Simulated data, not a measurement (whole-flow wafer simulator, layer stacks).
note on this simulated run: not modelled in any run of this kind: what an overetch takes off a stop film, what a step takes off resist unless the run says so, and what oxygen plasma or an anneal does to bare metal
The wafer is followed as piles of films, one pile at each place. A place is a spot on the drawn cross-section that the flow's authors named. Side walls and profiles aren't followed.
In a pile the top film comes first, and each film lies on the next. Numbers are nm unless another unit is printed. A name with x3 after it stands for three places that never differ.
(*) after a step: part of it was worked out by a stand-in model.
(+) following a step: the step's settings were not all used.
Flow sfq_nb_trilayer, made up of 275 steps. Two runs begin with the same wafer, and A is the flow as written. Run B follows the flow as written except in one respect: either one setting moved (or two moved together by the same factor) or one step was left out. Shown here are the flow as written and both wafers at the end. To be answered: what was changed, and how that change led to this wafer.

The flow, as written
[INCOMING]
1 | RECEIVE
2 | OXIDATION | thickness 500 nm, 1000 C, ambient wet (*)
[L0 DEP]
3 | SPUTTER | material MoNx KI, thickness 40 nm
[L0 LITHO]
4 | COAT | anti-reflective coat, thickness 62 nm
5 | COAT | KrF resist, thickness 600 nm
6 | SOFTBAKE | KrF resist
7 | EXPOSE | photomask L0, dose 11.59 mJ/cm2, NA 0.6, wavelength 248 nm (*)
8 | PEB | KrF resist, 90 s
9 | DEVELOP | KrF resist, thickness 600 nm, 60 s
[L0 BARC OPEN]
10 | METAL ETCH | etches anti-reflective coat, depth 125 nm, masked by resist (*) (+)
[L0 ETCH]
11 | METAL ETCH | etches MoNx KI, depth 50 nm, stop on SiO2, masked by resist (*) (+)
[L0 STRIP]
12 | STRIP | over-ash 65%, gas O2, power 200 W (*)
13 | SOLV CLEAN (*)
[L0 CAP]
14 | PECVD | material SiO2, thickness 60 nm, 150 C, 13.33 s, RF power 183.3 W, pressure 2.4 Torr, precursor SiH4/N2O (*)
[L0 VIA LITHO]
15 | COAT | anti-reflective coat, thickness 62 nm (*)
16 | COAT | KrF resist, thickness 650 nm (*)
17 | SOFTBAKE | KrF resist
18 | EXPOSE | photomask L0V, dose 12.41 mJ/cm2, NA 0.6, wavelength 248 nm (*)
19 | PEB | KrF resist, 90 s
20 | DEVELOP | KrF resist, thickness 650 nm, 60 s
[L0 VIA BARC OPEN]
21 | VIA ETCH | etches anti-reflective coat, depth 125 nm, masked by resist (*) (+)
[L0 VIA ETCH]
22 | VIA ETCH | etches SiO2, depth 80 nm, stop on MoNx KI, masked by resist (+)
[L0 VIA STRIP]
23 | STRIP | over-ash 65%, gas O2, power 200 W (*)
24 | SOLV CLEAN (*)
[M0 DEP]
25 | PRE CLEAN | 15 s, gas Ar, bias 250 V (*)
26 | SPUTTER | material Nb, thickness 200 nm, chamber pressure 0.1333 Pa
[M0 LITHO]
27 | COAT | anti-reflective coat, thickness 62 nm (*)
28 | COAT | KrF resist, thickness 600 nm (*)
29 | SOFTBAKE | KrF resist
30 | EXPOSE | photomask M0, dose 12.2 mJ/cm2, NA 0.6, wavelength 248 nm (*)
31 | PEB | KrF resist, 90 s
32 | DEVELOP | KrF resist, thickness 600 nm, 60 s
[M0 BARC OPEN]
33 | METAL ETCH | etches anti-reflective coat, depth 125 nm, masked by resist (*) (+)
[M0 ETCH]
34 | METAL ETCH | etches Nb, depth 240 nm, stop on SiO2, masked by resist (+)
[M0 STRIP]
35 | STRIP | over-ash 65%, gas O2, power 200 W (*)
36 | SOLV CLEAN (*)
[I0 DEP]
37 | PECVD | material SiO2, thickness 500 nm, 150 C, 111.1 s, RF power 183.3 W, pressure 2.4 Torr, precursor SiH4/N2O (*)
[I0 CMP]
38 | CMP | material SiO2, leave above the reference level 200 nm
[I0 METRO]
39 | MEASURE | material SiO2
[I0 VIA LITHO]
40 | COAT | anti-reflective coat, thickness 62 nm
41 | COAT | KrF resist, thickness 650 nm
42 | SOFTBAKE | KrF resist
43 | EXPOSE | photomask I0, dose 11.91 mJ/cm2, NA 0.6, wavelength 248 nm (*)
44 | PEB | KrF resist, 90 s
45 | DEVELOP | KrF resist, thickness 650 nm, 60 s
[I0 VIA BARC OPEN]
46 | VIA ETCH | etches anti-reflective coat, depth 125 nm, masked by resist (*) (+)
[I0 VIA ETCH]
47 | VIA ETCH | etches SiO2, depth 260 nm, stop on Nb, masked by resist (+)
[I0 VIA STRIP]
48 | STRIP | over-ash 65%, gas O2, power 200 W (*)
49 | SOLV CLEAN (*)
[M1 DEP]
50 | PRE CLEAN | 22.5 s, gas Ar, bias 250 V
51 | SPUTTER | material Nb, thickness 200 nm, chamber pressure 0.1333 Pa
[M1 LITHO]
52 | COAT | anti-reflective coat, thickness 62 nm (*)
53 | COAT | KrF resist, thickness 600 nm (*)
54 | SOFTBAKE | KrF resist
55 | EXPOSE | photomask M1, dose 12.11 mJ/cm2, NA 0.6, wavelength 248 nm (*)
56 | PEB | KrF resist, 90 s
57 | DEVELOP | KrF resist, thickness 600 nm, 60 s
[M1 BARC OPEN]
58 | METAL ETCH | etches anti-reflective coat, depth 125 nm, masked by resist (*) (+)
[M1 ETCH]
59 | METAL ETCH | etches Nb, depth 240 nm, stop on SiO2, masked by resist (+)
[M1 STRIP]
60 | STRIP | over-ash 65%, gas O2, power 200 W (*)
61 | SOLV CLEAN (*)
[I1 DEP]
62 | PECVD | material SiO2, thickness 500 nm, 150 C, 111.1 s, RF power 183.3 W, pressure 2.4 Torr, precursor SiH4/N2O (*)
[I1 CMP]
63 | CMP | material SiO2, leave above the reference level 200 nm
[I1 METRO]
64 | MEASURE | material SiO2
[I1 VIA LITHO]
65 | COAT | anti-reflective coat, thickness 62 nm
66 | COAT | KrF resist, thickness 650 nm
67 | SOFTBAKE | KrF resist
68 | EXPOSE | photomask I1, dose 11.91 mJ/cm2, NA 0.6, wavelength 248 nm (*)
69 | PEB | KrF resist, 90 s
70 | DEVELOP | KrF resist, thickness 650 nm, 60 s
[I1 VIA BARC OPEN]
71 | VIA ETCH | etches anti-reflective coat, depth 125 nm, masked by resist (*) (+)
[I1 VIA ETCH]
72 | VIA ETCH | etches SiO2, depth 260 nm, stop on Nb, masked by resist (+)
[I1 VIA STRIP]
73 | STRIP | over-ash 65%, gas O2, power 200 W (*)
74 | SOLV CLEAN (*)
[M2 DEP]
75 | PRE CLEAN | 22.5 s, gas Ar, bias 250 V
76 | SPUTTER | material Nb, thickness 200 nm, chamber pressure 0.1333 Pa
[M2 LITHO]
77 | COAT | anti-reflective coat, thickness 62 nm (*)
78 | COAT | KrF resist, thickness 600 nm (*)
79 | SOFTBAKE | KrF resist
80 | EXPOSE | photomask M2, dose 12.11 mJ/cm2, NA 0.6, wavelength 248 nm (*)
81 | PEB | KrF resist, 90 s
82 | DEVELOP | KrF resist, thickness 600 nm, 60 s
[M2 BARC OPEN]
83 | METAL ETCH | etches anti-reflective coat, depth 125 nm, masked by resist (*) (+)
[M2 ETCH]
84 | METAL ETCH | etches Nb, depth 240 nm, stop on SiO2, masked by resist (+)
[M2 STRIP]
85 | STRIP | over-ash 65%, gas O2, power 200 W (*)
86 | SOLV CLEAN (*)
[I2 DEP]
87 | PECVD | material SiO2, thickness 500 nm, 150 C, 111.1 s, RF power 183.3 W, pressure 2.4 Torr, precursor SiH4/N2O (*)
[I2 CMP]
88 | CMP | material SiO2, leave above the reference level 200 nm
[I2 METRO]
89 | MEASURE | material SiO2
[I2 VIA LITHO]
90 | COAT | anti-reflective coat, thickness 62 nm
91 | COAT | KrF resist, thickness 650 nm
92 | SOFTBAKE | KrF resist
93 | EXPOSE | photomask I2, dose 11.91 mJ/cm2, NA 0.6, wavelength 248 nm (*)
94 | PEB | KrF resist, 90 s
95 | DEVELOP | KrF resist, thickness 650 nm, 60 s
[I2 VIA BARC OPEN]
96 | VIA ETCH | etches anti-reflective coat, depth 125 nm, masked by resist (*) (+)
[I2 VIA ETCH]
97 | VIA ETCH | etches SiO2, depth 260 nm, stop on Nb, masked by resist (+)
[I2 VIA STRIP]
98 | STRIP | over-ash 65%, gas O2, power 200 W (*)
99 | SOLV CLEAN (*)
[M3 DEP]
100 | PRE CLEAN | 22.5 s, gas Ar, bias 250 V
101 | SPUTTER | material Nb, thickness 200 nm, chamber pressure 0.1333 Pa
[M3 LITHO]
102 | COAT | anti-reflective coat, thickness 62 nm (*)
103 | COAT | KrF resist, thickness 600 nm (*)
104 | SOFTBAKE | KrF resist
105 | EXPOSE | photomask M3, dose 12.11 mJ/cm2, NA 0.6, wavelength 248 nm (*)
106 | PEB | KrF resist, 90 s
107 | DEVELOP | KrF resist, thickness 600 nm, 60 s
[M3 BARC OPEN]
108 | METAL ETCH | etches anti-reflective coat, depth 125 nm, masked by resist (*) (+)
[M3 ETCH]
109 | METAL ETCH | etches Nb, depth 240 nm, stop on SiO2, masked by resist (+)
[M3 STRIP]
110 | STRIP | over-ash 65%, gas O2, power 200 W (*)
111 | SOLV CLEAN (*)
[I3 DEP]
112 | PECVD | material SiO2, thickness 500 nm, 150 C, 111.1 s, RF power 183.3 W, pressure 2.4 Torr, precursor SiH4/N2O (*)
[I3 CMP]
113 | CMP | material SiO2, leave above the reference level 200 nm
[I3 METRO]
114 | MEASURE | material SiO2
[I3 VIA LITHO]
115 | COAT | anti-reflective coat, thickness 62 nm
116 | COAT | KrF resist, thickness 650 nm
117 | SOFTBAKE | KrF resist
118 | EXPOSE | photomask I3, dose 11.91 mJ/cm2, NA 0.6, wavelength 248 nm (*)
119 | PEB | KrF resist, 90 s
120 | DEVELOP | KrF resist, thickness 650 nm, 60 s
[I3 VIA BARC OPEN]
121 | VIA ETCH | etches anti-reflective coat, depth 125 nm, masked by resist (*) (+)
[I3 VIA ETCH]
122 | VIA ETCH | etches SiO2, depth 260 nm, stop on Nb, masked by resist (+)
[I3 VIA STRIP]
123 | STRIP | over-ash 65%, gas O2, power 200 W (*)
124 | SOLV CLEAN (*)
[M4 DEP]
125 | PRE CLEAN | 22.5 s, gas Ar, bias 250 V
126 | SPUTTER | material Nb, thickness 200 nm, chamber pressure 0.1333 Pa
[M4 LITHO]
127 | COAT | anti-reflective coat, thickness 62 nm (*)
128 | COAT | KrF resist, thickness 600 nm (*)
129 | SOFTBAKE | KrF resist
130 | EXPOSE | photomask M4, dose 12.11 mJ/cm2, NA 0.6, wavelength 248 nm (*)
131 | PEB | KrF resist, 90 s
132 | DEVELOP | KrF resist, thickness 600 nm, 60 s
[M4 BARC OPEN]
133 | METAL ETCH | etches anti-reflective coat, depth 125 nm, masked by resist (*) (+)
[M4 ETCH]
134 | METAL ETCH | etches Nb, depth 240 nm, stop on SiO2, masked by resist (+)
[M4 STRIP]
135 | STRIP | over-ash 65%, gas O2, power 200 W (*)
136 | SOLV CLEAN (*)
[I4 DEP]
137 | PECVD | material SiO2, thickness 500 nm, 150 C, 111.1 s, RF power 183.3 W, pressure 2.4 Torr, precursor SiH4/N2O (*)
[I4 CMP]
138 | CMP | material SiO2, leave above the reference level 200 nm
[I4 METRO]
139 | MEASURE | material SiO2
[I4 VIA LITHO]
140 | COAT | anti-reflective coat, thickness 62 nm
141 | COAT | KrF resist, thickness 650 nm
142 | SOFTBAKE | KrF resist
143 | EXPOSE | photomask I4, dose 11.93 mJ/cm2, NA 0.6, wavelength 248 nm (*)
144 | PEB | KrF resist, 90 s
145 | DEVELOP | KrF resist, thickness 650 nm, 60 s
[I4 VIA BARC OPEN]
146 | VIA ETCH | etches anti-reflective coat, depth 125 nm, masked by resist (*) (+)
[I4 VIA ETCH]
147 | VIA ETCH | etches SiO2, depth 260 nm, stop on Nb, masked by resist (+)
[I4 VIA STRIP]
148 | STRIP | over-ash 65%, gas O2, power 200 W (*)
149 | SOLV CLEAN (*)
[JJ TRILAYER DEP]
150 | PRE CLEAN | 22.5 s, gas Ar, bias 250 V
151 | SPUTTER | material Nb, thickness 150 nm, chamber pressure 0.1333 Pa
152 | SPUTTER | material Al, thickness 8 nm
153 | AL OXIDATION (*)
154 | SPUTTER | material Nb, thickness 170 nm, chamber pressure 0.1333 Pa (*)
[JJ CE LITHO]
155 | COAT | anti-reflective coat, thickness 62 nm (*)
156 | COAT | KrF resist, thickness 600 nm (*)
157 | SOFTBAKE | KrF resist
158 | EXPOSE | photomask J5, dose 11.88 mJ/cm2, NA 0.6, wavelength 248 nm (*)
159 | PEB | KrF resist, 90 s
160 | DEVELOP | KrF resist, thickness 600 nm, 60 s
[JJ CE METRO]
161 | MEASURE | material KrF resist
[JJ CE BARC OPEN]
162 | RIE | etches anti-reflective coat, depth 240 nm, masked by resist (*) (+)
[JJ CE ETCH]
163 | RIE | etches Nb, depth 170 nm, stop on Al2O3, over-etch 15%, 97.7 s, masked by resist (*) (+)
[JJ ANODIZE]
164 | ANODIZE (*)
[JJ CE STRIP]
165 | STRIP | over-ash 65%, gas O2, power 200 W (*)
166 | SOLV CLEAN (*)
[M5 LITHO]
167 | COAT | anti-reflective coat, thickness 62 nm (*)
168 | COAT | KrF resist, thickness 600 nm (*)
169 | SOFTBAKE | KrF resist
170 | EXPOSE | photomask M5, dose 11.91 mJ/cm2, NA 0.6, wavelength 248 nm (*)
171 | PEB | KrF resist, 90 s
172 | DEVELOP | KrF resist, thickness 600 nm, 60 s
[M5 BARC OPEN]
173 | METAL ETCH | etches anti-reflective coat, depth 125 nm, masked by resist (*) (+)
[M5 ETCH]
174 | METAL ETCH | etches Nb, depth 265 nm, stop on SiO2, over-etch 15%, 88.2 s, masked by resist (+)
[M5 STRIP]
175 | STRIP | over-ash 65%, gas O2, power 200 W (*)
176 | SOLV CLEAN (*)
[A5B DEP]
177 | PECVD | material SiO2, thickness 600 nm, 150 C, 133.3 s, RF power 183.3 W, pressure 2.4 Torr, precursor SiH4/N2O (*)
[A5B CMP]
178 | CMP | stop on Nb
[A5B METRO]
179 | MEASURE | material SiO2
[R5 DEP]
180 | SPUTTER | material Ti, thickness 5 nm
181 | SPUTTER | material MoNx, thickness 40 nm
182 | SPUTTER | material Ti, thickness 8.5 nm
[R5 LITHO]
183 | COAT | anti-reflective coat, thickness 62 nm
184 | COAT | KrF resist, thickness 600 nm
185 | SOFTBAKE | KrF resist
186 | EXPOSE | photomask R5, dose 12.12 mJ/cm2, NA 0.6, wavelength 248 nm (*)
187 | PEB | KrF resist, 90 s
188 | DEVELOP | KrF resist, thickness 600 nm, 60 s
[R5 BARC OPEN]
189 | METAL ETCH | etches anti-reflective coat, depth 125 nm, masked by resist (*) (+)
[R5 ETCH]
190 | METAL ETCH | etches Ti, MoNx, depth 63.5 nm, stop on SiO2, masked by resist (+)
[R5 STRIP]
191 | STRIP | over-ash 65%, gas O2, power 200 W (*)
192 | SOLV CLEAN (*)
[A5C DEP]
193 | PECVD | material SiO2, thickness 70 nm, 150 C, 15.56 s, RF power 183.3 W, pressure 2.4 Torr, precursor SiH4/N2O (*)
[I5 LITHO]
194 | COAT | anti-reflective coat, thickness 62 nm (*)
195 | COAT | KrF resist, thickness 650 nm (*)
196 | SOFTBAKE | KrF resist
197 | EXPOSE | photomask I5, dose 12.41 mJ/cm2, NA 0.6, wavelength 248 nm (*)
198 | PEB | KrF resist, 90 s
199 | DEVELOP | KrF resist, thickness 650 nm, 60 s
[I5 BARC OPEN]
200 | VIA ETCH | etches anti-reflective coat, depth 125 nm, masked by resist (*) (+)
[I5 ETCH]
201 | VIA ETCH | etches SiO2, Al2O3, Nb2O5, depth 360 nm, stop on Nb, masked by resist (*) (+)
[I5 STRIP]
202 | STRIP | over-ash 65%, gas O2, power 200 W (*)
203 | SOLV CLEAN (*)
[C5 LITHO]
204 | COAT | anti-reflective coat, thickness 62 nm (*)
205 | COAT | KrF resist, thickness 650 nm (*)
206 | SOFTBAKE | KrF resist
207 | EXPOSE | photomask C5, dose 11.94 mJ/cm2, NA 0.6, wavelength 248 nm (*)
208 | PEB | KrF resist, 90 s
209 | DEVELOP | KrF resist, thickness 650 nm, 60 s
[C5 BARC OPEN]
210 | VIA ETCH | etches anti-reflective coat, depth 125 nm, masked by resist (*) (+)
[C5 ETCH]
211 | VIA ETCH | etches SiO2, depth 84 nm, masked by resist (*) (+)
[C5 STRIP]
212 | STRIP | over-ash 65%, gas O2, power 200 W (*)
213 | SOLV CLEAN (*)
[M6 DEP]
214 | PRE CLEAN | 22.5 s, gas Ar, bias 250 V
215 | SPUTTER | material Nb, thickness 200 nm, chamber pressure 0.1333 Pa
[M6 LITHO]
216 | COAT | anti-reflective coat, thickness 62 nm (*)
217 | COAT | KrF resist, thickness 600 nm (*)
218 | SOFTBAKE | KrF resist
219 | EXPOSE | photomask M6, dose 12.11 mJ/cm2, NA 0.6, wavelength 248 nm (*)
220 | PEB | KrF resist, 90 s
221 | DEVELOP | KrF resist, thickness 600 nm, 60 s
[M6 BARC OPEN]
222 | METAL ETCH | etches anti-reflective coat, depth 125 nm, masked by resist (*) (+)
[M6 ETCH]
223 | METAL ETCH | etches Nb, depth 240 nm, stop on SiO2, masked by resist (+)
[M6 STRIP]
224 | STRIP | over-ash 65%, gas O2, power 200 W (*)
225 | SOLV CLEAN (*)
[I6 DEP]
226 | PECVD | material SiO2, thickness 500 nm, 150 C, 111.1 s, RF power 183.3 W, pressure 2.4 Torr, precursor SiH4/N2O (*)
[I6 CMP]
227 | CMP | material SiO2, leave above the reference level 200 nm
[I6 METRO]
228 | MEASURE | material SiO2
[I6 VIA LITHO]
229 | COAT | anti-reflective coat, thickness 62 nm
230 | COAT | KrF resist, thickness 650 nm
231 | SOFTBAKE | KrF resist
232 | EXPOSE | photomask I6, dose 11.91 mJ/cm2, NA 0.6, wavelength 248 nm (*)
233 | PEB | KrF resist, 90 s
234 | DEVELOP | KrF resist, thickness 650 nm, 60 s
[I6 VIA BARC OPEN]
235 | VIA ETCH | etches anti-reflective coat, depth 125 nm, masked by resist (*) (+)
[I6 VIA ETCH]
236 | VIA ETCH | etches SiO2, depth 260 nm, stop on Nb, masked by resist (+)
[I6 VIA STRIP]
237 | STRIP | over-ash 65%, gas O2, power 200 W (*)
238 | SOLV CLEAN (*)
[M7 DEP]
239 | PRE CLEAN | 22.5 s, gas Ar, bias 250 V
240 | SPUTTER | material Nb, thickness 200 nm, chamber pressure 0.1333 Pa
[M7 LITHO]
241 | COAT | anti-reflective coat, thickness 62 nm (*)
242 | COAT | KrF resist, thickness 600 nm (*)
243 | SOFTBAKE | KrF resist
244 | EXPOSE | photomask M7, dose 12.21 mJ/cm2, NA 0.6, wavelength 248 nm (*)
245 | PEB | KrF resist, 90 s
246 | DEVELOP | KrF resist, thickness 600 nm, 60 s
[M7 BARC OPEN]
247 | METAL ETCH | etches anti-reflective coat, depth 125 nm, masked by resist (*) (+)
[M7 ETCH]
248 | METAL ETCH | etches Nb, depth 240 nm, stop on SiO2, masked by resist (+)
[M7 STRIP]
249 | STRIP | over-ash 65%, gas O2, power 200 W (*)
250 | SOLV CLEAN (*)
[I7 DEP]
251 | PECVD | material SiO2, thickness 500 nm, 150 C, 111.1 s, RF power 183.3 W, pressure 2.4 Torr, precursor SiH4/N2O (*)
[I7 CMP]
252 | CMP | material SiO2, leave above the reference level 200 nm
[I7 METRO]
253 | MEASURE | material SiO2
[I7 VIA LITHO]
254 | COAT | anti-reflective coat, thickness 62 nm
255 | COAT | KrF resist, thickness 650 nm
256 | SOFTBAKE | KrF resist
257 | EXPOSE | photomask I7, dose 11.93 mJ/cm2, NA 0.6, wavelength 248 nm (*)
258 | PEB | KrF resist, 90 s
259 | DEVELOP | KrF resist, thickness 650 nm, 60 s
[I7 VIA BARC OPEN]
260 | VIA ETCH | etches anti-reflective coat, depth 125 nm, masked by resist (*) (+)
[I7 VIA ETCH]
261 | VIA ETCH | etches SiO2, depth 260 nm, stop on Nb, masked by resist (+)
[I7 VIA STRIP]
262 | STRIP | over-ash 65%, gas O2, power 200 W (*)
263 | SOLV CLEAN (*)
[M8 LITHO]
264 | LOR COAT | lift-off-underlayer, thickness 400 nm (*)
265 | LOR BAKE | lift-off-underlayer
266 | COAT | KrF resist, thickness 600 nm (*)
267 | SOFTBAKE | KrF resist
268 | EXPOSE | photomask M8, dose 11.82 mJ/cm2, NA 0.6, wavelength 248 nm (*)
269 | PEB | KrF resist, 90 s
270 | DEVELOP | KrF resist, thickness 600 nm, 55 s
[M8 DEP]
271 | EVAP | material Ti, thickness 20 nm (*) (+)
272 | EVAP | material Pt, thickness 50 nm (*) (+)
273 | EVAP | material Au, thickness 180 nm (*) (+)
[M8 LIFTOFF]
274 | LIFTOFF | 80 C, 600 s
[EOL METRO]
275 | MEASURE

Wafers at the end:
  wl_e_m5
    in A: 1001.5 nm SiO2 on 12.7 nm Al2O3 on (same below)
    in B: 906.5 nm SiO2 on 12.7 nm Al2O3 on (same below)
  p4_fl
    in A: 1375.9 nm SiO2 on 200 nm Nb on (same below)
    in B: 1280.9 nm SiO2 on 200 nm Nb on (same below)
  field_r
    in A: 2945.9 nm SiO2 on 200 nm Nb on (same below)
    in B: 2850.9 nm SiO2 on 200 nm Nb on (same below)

Cause: step 240, SPUTTER: thickness 105 nm was run, though the flow has thickness 200 nm.

Step by step, how the change led to this:
  240 | SPUTTER | material Nb, thickness 200 nm, chamber pressure 0.1333 Pa
      field_l, v_sur, via_wl and 102 more: A +200 Nb (new film) | B +105 Nb (new film)
      via_v: A +161.1 Nb | B +84.4 Nb
  241 | COAT | anti-reflective coat, thickness 62 nm (*)
      via_v: A +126 anti-reflective coat (new film) | B +120.7 anti-reflective coat (new film)
  248 | METAL ETCH | etches Nb, depth 240 nm, stop on SiO2, masked by resist (+)
      field_l, field_r, lsp_l and 62 more: A -200 Nb (all of it) | B -105 Nb (all of it)
      v_sur, via_wl, via_w and 38 more: A -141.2 KrF resist | B -92.6 KrF resist
  249 | STRIP | over-ash 65%, gas O2, power 200 W (*)
      wl_j_sl, wl_jj, wl_j_sr and 14 more: A -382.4 KrF resist (all of it), -62 anti-reflective coat (all of it) | B -430.9 KrF resist (all of it), -62 anti-reflective coat (all of it)
      ln_m5, lsp_m, ln_m6, lsp_r: A -381.9 KrF resist (all of it), -61.8 anti-reflective coat (all of it) | B -430.5 KrF resist (all of it), -61.8 anti-reflective coat (all of it)
      (as well as at 20 more places)
  251 | PECVD | material SiO2, thickness 500 nm, 150 C, 111.1 s, RF power 183.3 W, pressure 2.4 Torr, precursor SiH4/N2O (*)
      field_r, lsp_l: A +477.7 SiO2 | B +488.3 SiO2
      m7r_space_l x2: A +557.1 SiO2 | B +500 SiO2
      (as well as at 1 more place)
  252 | CMP | material SiO2, leave above the reference level 200 nm
      field_l, p4_fl, p4_fm and 56 more: A -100 SiO2 | B -195 SiO2
      field_r, lsp_l: A -77.7 SiO2 | B -183.3 SiO2
      (as well as at 5 more places)
